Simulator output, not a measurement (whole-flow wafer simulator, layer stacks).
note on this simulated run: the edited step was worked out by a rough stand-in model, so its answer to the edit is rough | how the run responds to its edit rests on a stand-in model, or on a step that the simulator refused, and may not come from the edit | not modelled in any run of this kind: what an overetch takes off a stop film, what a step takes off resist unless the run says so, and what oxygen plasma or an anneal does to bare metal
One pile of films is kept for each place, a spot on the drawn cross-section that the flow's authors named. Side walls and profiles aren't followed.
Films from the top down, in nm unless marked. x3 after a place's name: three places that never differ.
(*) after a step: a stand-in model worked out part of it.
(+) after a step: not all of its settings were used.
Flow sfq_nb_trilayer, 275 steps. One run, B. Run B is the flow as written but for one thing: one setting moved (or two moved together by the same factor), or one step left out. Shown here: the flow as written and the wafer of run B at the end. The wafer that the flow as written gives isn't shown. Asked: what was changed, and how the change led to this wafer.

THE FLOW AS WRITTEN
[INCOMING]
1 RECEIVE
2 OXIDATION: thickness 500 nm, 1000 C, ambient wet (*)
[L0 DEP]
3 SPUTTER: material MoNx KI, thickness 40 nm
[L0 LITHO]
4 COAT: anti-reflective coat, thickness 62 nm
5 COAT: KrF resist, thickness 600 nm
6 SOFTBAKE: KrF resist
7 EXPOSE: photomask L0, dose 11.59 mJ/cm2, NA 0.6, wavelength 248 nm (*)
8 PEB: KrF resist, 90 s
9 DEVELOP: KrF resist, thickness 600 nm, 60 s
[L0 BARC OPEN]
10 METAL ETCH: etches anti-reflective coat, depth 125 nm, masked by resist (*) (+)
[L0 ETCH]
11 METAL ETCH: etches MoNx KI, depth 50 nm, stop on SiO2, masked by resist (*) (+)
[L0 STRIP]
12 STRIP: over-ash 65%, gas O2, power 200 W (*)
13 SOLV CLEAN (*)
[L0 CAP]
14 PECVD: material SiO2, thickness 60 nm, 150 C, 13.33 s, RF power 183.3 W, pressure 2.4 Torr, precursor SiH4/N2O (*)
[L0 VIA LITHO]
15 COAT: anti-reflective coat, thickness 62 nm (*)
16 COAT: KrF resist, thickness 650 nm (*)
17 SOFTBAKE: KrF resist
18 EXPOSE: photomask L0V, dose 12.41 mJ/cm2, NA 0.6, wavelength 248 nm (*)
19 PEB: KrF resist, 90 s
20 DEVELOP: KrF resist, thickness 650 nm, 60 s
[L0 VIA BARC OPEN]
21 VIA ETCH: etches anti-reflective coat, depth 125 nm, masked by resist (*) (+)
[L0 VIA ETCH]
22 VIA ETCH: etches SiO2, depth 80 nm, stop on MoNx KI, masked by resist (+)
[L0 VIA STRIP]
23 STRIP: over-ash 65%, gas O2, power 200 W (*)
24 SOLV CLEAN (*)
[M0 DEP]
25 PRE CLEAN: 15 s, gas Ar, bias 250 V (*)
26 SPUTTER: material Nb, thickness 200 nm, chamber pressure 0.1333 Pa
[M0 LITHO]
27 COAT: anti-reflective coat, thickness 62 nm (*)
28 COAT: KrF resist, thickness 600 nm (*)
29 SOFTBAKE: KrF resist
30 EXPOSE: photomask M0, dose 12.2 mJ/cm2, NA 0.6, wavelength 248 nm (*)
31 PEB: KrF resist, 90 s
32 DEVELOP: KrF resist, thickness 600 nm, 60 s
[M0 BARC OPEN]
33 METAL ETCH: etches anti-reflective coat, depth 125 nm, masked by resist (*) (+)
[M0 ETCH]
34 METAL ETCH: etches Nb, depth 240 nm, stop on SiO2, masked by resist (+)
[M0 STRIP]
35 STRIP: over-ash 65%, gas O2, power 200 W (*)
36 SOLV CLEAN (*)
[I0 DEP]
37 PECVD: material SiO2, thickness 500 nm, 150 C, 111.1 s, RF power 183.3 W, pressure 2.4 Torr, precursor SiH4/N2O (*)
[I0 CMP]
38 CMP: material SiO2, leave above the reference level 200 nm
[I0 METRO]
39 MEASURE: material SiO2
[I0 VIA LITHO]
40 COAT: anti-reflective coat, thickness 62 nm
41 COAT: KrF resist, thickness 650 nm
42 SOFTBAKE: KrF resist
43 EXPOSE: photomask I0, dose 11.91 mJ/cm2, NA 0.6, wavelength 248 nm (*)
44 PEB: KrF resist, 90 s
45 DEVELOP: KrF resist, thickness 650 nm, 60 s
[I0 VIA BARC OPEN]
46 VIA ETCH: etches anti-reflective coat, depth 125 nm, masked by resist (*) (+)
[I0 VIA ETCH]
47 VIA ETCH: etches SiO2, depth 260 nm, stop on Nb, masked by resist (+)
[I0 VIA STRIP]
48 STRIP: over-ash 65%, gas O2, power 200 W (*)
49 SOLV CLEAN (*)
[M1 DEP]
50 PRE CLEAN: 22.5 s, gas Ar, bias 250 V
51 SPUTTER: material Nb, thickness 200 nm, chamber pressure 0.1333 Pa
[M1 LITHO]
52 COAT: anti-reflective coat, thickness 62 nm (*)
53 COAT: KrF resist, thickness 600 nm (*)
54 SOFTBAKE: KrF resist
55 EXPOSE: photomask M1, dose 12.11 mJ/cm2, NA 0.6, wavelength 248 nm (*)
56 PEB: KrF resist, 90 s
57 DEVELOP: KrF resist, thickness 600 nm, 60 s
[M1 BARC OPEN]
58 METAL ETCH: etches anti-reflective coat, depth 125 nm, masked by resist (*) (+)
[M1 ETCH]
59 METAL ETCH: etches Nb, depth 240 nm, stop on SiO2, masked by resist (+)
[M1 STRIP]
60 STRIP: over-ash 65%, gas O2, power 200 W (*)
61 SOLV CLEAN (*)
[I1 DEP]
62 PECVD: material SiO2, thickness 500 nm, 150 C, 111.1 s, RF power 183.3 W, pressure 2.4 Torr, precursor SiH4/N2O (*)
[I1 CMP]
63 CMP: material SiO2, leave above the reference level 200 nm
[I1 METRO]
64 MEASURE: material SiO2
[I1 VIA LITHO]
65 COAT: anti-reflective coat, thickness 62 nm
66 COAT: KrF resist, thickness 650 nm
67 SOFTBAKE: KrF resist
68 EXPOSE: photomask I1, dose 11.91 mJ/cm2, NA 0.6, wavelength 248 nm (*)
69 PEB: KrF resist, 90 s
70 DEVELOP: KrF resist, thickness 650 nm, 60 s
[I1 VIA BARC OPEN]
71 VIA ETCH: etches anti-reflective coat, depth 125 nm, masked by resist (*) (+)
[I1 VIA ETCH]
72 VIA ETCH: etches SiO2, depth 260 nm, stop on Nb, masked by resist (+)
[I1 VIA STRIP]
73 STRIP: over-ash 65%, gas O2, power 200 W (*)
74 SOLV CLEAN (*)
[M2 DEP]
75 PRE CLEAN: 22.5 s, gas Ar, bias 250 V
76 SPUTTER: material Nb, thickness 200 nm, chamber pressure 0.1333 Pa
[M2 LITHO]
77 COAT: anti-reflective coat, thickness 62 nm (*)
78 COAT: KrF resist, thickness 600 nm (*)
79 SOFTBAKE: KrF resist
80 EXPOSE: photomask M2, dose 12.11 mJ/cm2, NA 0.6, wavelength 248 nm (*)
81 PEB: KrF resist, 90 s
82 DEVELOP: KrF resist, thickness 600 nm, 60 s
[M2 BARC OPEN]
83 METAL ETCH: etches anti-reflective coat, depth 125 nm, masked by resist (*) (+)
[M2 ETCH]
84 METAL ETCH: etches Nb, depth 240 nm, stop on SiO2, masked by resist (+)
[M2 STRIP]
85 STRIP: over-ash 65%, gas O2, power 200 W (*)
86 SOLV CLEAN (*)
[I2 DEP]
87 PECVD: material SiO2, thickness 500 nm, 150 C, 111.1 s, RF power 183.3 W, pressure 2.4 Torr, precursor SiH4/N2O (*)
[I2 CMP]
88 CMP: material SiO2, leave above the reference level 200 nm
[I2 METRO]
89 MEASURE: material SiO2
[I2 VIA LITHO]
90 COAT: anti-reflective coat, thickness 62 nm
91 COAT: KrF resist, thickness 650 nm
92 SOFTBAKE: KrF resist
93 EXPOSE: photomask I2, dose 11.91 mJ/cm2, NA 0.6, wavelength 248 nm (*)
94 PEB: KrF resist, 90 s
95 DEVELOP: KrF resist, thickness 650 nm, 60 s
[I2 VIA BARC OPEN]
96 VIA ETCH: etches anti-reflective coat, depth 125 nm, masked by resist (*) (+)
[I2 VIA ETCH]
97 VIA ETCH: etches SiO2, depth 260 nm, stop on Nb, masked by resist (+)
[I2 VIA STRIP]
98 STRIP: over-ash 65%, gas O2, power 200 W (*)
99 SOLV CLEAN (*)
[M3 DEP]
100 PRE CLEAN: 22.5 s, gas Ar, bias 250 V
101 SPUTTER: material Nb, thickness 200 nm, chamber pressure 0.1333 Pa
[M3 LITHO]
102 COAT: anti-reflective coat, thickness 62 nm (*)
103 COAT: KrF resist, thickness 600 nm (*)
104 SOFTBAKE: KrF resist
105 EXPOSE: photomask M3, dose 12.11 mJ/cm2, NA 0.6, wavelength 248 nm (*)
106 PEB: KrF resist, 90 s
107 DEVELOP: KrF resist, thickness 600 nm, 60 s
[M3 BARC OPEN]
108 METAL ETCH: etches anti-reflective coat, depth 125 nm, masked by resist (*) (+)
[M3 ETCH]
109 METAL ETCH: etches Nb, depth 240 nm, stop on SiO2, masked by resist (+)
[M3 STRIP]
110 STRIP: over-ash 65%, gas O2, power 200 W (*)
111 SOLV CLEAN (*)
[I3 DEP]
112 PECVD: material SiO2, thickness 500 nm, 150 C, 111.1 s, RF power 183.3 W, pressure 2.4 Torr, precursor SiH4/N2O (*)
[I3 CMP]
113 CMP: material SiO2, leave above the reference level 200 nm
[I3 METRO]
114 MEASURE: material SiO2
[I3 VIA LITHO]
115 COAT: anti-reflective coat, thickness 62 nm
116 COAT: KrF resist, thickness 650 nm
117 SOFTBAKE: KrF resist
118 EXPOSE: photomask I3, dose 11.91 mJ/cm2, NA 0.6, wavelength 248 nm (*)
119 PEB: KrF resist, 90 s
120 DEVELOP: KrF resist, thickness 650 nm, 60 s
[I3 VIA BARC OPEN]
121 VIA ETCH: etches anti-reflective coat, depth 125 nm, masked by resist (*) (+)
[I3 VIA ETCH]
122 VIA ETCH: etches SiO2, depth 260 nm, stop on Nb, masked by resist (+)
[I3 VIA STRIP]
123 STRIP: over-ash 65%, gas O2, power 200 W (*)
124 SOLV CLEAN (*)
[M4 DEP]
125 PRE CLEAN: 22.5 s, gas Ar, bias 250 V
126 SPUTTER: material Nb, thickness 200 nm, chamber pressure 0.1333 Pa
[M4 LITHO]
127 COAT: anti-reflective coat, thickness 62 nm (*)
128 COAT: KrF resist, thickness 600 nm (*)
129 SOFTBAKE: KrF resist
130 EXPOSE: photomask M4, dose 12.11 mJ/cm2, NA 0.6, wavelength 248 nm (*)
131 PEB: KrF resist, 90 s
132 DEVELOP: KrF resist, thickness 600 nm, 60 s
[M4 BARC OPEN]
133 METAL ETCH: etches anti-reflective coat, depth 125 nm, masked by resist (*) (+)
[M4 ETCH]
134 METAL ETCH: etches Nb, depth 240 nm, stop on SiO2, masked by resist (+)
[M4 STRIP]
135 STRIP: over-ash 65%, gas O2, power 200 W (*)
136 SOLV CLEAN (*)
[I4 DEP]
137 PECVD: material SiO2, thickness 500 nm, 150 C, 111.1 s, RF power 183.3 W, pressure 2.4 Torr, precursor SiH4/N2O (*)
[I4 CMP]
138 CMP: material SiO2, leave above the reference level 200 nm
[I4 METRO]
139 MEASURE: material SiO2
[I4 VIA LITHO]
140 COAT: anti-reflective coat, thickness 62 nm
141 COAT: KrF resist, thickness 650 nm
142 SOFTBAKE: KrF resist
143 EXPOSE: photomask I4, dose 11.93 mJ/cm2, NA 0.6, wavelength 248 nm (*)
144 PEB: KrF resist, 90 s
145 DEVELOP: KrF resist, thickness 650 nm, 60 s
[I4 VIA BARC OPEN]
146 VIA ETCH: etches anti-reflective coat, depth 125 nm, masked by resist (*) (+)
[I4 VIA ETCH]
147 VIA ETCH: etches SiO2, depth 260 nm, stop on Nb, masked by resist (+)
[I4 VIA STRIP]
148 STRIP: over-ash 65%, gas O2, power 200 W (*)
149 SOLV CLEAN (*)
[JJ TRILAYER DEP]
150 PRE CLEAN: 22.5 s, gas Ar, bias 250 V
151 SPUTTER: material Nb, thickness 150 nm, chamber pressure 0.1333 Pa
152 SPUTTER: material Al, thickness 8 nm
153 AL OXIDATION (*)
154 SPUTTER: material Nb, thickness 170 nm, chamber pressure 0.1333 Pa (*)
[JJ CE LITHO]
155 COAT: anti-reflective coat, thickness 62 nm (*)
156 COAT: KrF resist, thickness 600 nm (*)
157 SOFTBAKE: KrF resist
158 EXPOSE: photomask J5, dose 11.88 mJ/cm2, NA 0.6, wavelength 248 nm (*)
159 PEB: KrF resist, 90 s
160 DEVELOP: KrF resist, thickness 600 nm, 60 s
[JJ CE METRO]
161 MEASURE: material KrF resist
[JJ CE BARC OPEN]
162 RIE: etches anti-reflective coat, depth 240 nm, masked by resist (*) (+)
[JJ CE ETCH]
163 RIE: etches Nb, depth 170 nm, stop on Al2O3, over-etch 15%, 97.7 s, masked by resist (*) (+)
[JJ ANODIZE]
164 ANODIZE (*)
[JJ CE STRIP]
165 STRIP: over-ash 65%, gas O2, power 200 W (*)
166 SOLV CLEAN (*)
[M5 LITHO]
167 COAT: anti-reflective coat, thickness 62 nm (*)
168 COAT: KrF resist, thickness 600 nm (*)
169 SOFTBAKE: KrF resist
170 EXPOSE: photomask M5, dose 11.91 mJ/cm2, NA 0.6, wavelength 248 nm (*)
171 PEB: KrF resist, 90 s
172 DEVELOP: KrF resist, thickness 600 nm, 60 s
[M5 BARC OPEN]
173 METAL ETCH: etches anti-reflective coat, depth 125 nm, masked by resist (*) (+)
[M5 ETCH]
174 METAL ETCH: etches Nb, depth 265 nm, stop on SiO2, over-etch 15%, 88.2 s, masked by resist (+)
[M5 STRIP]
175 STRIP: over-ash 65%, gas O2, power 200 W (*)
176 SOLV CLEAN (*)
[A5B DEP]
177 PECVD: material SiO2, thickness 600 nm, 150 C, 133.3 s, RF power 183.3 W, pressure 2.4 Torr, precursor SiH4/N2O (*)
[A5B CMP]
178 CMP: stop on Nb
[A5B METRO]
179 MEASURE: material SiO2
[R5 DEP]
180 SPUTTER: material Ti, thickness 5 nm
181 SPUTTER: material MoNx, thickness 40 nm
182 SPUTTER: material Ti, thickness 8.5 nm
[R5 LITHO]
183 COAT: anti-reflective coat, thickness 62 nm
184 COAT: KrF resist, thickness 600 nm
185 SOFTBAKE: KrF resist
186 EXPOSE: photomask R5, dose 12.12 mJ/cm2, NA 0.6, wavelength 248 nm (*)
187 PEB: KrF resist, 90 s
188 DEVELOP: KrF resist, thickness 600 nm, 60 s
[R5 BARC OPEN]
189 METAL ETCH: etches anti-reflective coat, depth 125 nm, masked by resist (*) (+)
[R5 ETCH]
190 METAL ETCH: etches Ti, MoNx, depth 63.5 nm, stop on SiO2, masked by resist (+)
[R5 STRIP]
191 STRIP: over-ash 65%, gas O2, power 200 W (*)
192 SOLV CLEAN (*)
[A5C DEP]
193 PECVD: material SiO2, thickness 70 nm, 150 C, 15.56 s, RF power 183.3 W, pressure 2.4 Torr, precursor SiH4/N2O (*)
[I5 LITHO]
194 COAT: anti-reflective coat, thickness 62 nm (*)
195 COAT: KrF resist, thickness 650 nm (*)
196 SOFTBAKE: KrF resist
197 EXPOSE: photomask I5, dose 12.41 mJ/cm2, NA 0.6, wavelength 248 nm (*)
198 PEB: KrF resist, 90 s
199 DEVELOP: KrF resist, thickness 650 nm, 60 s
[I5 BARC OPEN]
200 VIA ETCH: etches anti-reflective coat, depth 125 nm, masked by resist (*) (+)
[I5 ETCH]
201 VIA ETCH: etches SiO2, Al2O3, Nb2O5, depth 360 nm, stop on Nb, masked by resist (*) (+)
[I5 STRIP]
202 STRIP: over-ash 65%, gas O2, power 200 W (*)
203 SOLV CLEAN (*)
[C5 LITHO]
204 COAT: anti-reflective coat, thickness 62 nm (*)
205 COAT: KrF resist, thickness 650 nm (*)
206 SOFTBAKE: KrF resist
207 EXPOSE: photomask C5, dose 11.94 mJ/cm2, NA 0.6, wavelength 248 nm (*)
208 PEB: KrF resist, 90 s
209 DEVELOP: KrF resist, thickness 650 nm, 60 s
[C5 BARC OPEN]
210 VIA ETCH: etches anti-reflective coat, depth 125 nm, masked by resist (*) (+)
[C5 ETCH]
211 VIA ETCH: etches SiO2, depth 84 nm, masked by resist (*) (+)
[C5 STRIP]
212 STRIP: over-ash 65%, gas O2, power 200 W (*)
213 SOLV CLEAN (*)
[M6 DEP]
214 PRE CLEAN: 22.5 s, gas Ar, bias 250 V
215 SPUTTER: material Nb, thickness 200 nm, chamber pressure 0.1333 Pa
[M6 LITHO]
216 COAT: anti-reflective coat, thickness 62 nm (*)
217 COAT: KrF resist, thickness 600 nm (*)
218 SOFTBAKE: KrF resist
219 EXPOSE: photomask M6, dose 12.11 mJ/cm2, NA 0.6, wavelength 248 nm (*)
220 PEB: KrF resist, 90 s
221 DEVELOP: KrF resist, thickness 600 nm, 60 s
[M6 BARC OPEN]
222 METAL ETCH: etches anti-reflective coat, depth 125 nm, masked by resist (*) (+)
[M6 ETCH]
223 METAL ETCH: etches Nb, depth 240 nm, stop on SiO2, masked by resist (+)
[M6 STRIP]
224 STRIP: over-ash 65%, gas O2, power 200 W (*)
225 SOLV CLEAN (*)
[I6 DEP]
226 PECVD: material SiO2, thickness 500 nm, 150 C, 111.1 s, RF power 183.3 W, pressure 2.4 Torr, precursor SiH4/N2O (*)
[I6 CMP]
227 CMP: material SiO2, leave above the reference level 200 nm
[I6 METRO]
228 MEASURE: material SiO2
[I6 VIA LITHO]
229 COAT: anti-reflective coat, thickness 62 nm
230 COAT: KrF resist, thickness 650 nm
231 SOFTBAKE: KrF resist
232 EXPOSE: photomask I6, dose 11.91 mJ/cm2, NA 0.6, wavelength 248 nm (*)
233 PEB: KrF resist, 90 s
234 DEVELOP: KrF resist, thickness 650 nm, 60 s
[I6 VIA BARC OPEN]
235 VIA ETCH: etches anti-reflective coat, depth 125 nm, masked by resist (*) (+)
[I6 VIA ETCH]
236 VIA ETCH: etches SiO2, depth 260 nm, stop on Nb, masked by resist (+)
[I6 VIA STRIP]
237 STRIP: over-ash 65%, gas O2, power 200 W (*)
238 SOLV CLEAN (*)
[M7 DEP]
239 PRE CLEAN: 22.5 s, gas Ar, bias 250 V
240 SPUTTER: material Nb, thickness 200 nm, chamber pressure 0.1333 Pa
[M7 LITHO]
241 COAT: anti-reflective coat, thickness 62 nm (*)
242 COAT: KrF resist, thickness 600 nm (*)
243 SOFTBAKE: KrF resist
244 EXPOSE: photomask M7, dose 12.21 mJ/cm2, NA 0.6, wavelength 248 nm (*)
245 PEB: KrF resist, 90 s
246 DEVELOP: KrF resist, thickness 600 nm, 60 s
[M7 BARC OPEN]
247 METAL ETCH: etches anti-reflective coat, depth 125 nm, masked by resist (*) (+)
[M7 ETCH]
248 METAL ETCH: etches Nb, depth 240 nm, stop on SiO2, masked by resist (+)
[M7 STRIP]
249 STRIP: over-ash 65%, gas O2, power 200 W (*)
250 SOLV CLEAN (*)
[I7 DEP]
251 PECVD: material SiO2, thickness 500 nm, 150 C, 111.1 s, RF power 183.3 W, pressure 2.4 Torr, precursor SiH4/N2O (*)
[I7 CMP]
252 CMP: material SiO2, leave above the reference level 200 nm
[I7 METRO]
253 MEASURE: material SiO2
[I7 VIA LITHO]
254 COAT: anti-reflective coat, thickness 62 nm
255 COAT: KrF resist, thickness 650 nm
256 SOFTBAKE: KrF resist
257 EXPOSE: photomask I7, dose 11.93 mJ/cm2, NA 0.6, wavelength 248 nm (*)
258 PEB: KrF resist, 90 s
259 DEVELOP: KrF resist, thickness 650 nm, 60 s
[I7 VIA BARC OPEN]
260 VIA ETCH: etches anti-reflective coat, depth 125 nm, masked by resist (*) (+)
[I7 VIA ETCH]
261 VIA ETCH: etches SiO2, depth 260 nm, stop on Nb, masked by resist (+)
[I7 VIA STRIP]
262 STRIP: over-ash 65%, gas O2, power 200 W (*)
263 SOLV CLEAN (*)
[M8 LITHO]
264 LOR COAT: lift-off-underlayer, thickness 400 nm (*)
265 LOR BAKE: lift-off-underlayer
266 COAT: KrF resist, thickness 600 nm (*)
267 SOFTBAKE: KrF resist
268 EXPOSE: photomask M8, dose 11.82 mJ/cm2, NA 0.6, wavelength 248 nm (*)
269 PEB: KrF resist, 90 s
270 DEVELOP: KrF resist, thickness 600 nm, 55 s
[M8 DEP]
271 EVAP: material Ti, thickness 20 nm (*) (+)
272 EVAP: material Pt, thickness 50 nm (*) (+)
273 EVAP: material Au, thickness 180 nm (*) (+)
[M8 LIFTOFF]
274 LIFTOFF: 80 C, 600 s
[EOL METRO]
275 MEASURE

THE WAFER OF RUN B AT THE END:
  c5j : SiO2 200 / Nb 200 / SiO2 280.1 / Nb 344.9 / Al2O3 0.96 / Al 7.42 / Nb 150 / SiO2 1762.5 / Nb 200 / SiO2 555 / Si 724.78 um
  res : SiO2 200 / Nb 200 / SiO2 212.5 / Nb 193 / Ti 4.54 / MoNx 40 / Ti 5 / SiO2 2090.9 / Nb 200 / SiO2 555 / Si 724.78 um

The cause: step 211, VIA ETCH: depth 67.2 nm was run, where the flow has depth 84 nm.

How the change led to this, step by step:
  211 VIA ETCH: etches SiO2, depth 84 nm, masked by resist (*) (+)
      c5j: SiO2 -67.2 (as written it would be: SiO2 -69.9 (all of it), Nb -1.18)
      res: SiO2 -67.2 (as written it would be: SiO2 -69.9 (all of it))
      (and at 104 more places)
  214 PRE CLEAN: 22.5 s, gas Ar, bias 250 V
      c5j: SiO2 -2.69 (all of it), Nb -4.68 (as written it would be: Nb -6.45)
      res: SiO2 -2.66 (all of it), Ti -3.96 (as written it would be: Ti -4.53)
